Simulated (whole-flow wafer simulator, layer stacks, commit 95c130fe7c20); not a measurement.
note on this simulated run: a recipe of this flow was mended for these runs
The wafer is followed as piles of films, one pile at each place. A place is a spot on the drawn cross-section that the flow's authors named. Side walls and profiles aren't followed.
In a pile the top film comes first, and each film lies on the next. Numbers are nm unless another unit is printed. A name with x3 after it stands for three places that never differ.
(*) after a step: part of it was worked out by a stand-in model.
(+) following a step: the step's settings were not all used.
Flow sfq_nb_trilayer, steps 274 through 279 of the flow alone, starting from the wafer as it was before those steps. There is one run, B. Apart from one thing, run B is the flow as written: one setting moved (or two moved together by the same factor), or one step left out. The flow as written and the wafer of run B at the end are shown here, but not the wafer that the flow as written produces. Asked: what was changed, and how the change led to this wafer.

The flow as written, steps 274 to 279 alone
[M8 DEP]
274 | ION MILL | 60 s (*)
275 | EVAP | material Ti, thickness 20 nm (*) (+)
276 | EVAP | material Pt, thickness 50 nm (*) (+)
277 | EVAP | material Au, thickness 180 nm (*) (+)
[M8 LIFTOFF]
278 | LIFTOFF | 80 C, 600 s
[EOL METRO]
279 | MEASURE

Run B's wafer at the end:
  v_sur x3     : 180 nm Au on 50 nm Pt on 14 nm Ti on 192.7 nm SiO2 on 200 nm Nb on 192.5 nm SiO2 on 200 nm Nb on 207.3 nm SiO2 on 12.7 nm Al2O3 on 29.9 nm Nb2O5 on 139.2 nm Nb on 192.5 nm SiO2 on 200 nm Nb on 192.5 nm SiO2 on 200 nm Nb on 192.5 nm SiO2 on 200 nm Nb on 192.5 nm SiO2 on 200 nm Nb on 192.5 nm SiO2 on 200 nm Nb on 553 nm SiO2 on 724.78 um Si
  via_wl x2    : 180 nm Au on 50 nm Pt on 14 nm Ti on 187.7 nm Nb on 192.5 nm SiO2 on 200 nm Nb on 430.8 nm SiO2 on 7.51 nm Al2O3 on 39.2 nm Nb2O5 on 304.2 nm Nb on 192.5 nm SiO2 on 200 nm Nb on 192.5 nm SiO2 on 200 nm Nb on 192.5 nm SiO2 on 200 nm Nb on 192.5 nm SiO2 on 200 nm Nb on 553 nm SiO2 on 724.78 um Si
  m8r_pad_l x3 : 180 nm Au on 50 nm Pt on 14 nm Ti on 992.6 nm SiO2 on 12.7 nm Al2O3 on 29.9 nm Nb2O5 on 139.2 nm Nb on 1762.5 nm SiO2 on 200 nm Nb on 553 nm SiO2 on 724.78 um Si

Cause: step 275, EVAP: thickness 14 nm was run, though the flow has thickness 20 nm.
The wafer lets one read it off: v_sur x3 has Ti 14, and step 275 as written asks for 20 nm.

How this came from the change, step by step:
  275 | EVAP | material Ti, thickness 20 nm (*) (+)
      field_l, v_sur x3, via_wl x2 and 100 more: Ti gains 14 (new film) (it would be, as written: Ti gains 20 (new film))
  278 | LIFTOFF | 80 C, 600 s
      p4_fl x5, p4_w1 x9, p3_s0 x11 and 49 more: Au loses 180 (all of it), Pt loses 50 (all of it), Ti loses 14 (all of it), KrF-resist-other-grade loses 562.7 (all of it), lift-off-underlayer loses 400 (all of it) (it would be, as written: Au loses 180 (all of it), Pt loses 50 (all of it), Ti loses 20 (all of it), KrF-resist-other-grade loses 562.7 (all of it), lift-off-underlayer loses 400 (all of it))
      r_sur, res, r_end: Au loses 180 (all of it), Pt loses 50 (all of it), Ti loses 14 (all of it), KrF-resist-other-grade loses 559.9 (all of it), lift-off-underlayer loses 399.5 (all of it) (it would be, as written: Au loses 180 (all of it), Pt loses 50 (all of it), Ti loses 20 (all of it), KrF-resist-other-grade loses 559.9 (all of it), lift-off-underlayer loses 399.5 (all of it))
      (also at 18 further places)
